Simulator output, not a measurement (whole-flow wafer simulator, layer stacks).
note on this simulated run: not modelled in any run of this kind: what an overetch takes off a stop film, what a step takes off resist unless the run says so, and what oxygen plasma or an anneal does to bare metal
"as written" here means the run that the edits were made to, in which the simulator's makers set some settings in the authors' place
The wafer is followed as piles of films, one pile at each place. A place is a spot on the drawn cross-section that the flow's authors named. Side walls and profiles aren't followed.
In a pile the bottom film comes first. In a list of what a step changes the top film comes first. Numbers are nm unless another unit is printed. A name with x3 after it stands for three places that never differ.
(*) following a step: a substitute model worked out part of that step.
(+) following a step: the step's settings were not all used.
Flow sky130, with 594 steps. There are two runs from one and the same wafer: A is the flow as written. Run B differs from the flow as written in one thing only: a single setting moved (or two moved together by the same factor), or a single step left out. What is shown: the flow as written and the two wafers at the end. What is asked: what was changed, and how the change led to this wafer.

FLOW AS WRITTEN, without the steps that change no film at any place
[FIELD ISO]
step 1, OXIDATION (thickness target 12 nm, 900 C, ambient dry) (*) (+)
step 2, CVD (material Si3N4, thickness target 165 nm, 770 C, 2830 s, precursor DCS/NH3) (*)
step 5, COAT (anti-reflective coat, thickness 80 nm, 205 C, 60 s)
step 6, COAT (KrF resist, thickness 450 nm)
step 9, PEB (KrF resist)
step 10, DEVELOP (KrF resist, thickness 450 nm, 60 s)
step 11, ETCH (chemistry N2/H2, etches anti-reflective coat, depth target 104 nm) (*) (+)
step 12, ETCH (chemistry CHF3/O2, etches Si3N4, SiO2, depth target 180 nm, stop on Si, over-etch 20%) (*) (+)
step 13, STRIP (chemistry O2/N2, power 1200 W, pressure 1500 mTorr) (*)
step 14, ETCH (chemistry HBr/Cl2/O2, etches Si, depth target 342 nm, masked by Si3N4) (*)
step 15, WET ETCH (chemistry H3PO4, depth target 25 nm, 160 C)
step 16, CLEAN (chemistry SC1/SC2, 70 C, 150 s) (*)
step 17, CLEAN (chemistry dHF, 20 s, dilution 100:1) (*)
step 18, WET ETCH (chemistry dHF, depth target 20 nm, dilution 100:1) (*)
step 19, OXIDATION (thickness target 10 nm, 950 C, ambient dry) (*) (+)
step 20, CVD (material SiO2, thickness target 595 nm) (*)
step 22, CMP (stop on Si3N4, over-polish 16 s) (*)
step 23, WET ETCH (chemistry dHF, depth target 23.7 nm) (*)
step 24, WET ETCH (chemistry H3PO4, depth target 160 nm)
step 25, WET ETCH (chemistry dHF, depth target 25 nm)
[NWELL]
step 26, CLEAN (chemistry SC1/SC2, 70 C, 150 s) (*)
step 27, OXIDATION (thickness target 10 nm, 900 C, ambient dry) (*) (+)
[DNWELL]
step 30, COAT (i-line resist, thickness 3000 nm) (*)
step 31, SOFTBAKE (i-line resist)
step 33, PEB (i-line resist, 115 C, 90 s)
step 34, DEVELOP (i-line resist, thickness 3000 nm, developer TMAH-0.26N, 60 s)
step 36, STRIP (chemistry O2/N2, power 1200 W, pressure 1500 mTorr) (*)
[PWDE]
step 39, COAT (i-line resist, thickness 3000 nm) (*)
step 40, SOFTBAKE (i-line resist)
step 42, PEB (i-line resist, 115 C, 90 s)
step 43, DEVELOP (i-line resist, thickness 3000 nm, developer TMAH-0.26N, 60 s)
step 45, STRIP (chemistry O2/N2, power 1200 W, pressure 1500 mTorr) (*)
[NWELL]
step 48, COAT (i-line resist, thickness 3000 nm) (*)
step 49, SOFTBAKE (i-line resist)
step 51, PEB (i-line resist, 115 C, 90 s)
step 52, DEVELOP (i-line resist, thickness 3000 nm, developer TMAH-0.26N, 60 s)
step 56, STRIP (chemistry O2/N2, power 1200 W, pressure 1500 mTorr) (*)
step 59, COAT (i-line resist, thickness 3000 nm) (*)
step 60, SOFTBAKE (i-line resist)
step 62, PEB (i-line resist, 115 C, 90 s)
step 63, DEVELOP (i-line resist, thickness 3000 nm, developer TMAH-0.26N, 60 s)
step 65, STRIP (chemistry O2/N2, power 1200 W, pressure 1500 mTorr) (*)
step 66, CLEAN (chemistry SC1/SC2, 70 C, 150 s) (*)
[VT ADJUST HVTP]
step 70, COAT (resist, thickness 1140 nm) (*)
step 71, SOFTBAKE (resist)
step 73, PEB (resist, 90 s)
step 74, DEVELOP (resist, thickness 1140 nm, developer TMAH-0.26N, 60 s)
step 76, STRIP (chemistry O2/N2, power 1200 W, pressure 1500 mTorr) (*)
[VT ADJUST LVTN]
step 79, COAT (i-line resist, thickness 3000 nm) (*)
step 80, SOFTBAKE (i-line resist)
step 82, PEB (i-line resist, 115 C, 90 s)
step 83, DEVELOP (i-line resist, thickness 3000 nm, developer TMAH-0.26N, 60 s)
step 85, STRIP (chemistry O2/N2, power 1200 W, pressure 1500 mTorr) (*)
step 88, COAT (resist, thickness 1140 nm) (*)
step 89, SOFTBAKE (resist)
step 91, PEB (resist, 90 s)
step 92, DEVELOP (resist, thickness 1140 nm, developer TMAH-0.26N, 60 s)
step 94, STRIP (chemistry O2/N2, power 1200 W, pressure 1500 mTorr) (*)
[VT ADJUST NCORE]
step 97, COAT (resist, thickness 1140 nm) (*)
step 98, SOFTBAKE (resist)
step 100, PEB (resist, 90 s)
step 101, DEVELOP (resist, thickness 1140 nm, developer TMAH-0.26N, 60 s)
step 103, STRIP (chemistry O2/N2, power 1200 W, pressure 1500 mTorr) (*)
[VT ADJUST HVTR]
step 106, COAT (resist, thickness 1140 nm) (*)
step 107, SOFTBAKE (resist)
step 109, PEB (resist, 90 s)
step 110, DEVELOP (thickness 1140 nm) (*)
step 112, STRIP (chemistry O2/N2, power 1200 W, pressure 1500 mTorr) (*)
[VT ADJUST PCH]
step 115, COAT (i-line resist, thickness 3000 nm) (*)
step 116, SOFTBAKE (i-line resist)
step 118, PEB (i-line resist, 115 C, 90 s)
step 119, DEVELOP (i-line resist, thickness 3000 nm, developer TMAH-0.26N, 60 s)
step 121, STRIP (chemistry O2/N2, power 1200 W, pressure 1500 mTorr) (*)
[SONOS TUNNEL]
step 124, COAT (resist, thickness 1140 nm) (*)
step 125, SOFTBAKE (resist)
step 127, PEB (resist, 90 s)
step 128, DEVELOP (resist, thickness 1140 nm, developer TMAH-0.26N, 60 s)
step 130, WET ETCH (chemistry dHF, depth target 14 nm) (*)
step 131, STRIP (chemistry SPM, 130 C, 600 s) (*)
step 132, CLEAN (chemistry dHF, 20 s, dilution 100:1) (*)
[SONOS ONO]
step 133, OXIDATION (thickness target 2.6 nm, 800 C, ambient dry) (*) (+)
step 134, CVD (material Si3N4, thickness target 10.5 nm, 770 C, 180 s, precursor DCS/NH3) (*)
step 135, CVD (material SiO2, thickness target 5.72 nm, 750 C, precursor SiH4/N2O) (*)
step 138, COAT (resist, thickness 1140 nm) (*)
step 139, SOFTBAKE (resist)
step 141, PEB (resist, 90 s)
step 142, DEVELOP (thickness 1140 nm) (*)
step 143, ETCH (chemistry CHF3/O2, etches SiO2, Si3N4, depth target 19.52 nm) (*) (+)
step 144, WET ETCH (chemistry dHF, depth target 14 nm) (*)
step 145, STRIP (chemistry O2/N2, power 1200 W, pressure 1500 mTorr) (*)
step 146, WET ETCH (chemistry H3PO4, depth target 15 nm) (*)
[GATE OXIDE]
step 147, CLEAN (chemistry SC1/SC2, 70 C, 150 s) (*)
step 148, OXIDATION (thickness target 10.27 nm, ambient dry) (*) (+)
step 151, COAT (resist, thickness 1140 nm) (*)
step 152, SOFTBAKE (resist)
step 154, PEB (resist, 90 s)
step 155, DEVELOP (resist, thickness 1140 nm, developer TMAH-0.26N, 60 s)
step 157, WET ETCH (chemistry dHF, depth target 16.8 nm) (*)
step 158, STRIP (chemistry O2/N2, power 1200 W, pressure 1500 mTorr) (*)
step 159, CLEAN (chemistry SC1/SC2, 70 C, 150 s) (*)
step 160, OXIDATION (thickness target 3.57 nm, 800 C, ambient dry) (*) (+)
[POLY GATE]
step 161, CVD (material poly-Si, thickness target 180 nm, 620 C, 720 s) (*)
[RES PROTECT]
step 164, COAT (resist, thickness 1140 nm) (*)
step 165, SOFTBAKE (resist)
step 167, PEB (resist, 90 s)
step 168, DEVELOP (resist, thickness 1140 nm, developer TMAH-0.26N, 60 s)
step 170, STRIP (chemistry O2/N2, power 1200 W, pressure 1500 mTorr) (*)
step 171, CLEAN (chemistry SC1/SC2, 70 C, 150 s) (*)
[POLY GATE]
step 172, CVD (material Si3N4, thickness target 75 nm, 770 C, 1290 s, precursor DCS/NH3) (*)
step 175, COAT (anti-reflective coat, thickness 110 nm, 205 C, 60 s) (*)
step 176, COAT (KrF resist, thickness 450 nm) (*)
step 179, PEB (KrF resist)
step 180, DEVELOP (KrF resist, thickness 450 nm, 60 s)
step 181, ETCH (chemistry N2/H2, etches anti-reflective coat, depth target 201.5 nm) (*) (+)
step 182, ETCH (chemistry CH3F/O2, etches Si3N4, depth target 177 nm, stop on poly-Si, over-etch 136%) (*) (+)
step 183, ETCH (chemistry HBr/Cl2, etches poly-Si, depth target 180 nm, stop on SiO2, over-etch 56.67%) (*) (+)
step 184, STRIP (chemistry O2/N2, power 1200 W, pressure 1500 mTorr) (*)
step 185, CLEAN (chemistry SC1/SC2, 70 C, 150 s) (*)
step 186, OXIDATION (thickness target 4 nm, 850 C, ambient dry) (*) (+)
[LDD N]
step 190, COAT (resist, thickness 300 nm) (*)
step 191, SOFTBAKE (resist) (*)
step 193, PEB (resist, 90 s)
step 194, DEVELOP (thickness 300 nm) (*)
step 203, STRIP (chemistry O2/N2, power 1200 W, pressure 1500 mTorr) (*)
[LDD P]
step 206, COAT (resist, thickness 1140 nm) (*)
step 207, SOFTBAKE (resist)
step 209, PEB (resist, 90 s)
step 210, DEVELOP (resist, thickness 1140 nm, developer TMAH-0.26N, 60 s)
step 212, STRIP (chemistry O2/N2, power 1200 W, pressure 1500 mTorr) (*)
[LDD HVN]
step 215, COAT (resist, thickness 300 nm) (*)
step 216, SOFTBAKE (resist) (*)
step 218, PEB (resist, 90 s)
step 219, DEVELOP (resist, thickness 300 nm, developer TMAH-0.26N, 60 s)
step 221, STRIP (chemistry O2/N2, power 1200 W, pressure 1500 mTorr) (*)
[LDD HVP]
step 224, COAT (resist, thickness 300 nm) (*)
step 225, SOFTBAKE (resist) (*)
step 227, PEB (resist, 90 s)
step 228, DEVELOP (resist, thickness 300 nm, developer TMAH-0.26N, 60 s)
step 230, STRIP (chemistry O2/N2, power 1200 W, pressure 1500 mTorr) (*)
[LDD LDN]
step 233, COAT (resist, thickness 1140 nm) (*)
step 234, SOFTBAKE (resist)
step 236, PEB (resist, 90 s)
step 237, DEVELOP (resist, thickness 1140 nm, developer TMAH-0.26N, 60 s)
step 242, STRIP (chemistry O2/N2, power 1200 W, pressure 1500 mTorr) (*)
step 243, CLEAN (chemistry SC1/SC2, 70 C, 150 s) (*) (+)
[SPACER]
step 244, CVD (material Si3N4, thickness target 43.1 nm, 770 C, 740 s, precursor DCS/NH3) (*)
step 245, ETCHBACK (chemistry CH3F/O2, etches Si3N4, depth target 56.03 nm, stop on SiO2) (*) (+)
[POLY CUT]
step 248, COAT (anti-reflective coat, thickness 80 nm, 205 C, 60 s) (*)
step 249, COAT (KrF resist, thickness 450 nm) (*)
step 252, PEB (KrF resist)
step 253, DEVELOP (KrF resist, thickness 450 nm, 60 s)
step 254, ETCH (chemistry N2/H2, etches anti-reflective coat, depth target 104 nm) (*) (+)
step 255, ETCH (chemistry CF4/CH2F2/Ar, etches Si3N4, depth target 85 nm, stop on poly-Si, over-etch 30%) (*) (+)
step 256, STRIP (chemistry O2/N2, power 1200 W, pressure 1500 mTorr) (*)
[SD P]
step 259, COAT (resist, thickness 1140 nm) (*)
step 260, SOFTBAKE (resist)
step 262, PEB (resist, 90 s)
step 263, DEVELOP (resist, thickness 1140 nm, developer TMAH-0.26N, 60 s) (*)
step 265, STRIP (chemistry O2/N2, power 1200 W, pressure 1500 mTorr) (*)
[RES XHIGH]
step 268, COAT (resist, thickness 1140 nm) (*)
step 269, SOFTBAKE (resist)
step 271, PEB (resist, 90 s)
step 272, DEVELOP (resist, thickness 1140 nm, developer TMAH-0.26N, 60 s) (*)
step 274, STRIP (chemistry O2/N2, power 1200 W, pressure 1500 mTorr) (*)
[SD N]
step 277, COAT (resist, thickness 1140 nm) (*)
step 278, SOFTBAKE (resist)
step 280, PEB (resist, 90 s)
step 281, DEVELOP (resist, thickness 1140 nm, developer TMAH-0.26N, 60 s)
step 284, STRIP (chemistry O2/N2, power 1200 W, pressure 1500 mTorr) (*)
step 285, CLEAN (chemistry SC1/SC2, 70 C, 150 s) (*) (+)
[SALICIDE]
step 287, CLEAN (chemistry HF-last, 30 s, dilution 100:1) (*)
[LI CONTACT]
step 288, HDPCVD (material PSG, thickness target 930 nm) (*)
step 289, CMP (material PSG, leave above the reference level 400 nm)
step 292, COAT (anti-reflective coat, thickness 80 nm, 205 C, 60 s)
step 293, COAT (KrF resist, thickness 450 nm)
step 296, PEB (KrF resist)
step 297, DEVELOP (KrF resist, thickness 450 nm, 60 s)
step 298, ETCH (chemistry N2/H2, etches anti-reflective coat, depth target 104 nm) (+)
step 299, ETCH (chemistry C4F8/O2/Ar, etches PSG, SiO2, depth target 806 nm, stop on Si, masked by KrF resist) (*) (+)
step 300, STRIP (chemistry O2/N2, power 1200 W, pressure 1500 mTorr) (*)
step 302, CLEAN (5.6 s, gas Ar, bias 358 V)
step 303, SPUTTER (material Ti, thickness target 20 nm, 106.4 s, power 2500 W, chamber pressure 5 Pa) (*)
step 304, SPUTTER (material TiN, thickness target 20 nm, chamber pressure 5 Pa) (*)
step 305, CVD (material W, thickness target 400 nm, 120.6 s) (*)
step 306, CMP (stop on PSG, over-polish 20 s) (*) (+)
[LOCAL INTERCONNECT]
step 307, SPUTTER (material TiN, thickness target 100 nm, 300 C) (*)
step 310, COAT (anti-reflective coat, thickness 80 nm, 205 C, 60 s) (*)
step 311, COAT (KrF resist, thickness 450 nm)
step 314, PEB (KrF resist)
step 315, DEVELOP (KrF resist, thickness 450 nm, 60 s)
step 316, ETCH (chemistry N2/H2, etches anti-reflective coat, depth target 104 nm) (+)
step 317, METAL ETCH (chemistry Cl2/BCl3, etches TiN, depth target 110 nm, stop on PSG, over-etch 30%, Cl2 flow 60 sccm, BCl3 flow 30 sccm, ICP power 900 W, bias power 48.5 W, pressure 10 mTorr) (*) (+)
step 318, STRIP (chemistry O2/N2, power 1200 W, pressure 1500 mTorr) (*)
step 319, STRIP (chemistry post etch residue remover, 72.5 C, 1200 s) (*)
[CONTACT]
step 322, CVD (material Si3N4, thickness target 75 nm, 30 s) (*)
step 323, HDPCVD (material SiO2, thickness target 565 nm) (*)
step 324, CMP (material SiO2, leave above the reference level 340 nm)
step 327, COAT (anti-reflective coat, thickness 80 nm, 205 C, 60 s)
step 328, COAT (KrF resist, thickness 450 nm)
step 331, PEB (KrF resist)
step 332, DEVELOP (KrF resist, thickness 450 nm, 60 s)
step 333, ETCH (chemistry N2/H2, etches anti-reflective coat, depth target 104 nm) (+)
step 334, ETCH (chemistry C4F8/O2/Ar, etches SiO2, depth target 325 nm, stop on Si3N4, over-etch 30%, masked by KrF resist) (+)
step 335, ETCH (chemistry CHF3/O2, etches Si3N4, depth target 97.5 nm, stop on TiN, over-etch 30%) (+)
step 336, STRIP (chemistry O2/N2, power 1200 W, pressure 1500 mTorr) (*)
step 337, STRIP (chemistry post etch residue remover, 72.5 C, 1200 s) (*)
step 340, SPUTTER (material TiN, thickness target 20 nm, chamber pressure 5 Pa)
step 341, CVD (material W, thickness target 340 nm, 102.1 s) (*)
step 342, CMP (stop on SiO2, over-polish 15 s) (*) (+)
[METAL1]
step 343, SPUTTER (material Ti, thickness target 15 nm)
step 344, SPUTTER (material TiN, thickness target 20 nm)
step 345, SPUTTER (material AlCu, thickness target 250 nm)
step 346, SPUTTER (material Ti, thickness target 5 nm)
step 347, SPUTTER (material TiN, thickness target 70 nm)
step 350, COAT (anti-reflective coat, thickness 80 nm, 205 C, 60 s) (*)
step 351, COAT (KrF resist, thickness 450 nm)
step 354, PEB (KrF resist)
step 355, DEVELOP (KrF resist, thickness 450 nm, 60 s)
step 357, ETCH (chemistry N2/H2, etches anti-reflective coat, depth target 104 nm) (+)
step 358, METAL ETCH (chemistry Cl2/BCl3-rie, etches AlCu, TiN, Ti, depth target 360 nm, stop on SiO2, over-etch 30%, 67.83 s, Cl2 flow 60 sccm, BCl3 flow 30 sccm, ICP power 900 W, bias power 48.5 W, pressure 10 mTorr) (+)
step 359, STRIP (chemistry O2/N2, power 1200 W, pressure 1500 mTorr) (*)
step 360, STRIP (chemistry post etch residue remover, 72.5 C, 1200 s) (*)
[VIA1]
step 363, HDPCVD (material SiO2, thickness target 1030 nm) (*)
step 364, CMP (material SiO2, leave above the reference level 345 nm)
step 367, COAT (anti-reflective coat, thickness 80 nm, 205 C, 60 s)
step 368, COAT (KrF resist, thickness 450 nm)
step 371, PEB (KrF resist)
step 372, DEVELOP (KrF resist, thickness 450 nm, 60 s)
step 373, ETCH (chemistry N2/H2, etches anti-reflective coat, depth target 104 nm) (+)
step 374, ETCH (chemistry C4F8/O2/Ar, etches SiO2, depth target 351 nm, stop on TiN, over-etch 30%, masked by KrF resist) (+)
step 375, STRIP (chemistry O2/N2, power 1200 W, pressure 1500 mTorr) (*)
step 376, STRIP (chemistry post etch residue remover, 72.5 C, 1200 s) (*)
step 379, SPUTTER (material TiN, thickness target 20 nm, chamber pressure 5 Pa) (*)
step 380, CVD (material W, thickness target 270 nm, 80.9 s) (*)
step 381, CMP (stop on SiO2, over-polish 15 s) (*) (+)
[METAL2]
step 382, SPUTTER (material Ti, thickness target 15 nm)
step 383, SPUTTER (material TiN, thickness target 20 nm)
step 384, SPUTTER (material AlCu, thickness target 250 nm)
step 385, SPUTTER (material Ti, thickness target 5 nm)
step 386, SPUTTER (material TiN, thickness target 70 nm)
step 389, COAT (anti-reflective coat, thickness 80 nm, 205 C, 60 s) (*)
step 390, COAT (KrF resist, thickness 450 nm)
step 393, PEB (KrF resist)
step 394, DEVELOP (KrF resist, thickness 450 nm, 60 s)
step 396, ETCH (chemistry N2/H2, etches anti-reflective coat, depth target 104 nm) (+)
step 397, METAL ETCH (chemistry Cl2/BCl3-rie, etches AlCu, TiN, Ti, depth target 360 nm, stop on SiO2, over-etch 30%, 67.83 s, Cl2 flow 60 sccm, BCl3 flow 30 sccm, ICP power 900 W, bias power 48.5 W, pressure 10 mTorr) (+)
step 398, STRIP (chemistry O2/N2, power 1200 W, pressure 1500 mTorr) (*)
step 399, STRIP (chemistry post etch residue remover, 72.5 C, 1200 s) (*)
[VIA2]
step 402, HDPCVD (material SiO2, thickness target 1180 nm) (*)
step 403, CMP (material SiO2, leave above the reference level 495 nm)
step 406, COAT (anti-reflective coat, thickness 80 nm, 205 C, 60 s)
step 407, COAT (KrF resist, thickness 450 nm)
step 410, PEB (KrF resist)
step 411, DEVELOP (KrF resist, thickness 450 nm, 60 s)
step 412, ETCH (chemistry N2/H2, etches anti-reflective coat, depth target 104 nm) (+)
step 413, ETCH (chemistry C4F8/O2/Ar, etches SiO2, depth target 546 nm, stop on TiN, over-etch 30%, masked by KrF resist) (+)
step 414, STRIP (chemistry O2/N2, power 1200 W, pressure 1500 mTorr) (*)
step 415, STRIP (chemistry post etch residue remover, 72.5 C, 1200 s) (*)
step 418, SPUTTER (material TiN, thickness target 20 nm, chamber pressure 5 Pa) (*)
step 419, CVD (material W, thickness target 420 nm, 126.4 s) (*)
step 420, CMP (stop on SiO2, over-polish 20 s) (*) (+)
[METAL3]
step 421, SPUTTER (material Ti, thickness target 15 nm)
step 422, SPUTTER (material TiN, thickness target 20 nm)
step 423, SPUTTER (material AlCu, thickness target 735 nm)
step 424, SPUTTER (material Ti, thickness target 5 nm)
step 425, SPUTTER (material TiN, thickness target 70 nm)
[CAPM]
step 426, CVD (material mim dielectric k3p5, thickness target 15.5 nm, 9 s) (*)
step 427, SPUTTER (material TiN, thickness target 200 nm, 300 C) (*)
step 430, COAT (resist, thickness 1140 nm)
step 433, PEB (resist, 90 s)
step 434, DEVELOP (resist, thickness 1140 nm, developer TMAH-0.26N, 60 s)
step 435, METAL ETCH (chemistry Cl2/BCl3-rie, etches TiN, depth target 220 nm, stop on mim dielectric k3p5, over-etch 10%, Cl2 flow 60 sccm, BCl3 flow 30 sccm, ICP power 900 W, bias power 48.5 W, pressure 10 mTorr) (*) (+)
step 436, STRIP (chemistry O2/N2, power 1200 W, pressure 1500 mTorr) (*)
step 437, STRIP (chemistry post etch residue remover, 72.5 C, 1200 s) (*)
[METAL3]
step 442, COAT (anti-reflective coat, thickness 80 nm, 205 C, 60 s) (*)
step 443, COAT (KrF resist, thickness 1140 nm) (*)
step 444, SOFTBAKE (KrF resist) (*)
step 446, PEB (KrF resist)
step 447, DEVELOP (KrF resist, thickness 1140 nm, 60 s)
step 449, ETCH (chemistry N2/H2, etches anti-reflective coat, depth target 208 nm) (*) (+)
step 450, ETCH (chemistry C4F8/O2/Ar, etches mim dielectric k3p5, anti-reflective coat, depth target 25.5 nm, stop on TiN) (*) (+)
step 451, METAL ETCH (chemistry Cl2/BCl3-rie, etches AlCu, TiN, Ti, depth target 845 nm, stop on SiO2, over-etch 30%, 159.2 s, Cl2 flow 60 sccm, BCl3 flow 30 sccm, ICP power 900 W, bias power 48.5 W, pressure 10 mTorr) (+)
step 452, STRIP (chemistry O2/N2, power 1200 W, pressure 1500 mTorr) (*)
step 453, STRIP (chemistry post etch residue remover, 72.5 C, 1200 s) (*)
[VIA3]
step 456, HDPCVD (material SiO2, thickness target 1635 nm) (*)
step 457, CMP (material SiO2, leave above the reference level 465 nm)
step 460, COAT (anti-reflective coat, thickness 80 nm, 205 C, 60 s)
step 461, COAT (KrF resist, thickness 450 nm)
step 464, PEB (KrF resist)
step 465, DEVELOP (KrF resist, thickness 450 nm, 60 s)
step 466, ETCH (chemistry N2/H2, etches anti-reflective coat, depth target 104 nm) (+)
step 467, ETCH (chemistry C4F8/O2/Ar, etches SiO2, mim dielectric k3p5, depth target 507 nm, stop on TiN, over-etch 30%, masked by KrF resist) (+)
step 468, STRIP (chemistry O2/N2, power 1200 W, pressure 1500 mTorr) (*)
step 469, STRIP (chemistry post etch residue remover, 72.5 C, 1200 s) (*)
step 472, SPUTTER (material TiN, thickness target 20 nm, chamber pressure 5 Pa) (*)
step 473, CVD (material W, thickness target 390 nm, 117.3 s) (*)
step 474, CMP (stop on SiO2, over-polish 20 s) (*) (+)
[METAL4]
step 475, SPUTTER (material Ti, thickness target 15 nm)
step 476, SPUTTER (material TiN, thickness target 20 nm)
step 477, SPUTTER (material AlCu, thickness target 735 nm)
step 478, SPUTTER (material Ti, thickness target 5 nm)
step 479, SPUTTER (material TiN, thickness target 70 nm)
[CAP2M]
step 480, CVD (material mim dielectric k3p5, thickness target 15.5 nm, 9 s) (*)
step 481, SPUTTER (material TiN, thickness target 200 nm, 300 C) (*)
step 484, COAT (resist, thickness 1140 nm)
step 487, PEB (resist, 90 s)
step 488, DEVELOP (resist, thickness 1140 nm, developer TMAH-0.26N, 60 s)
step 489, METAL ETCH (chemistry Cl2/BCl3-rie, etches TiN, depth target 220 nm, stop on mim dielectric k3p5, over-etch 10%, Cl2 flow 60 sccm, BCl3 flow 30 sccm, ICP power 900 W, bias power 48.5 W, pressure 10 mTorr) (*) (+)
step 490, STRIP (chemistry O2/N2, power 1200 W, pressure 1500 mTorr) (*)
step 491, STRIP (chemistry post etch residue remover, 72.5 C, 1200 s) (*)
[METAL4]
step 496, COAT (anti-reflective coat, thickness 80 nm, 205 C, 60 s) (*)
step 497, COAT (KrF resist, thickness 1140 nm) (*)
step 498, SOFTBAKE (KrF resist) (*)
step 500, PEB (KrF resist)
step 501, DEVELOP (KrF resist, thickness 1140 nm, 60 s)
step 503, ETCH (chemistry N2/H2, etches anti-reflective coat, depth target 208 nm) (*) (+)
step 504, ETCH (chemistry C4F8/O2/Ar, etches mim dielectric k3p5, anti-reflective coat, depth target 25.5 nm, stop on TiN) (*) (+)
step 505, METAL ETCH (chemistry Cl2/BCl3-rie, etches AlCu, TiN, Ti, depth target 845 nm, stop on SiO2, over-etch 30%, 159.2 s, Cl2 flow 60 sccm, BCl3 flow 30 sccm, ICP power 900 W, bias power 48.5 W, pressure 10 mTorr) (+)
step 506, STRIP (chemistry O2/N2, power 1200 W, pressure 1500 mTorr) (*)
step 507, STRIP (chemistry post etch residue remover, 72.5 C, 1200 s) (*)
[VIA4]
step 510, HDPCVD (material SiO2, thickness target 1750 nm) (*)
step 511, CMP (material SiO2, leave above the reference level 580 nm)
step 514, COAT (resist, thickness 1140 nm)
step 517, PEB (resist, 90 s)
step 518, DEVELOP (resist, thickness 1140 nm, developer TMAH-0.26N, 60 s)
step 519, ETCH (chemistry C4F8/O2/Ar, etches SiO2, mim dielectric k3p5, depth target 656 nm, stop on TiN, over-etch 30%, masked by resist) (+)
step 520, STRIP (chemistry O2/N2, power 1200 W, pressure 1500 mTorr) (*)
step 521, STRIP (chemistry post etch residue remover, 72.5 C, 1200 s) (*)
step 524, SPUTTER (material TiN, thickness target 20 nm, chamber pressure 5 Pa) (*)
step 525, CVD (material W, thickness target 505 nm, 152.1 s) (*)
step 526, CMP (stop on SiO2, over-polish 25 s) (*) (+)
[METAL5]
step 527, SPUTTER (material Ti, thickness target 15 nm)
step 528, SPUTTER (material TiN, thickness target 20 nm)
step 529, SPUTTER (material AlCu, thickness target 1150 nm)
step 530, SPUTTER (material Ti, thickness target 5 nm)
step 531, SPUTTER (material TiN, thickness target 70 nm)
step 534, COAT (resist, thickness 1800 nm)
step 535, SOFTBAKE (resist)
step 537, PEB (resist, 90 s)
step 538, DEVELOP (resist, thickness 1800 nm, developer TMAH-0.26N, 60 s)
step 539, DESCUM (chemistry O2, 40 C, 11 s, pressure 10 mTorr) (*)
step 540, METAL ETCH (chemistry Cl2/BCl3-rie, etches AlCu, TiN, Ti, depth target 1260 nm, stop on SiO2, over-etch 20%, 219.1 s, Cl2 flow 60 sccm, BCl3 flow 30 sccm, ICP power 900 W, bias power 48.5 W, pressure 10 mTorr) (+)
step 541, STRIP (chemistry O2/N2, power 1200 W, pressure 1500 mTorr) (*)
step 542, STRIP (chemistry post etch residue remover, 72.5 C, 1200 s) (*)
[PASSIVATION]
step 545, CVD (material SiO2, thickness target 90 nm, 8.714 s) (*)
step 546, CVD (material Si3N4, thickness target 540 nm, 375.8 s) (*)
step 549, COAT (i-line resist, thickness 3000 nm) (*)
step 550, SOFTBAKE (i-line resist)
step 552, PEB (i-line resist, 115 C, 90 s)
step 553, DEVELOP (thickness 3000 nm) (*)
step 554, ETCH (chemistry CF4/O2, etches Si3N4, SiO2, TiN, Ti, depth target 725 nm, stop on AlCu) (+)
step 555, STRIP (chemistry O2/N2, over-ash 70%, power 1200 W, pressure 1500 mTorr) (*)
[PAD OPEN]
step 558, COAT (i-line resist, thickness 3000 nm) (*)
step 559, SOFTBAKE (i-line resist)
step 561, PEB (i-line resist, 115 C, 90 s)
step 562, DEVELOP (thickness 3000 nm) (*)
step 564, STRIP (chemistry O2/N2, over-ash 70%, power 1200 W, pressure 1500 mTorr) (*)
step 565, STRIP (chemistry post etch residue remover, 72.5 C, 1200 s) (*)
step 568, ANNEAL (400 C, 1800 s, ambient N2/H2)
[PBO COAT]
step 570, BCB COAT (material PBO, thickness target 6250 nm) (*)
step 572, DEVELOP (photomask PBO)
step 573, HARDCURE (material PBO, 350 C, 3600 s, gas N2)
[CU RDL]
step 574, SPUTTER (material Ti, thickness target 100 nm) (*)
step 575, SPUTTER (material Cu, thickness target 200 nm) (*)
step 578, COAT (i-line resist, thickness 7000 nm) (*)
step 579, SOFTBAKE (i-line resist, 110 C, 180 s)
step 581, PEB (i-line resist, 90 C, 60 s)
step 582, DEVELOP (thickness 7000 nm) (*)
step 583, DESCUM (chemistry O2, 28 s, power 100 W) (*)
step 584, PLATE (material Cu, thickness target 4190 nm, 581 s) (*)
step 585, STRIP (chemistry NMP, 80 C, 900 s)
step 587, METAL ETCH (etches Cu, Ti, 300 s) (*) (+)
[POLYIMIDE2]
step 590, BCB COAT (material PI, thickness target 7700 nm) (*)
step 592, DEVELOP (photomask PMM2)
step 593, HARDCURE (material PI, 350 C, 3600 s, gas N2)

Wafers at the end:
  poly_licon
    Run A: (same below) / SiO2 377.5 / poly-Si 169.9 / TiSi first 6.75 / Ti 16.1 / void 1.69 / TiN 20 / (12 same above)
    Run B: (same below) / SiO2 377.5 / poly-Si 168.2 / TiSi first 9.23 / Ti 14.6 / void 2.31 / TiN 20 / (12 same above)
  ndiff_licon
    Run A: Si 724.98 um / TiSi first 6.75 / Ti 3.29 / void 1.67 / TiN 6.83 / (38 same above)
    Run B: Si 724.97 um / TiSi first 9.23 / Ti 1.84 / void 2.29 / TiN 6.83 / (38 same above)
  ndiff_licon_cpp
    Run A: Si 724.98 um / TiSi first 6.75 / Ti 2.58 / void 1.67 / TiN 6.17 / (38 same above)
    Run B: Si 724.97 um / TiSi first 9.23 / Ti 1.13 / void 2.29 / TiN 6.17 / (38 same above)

What caused this: step 568, ANNEAL: 418 C was run, whereas the flow has 400 C.

How this came from the change, step by step:
  step 568, ANNEAL (400 C, 1800 s, ambient N2/H2)
      poly_licon, rpo_hd_licon: A under 11 films: +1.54 void (new film), -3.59 Ti, +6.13 TiSi first (new film), -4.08 poly-Si | B under 11 films: +2.2 void (new film), -5.14 Ti, +8.78 TiSi first (new film), -5.85 poly-Si
      ndiff_licon, ndiff_licon_cpp: A under 37 films: +1.52 void (new film), -3.59 Ti, +6.13 TiSi first (new film), -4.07 Si | B under 37 films: +2.18 void (new film), -5.14 Ti, +8.78 TiSi first (new film), -5.83 Si
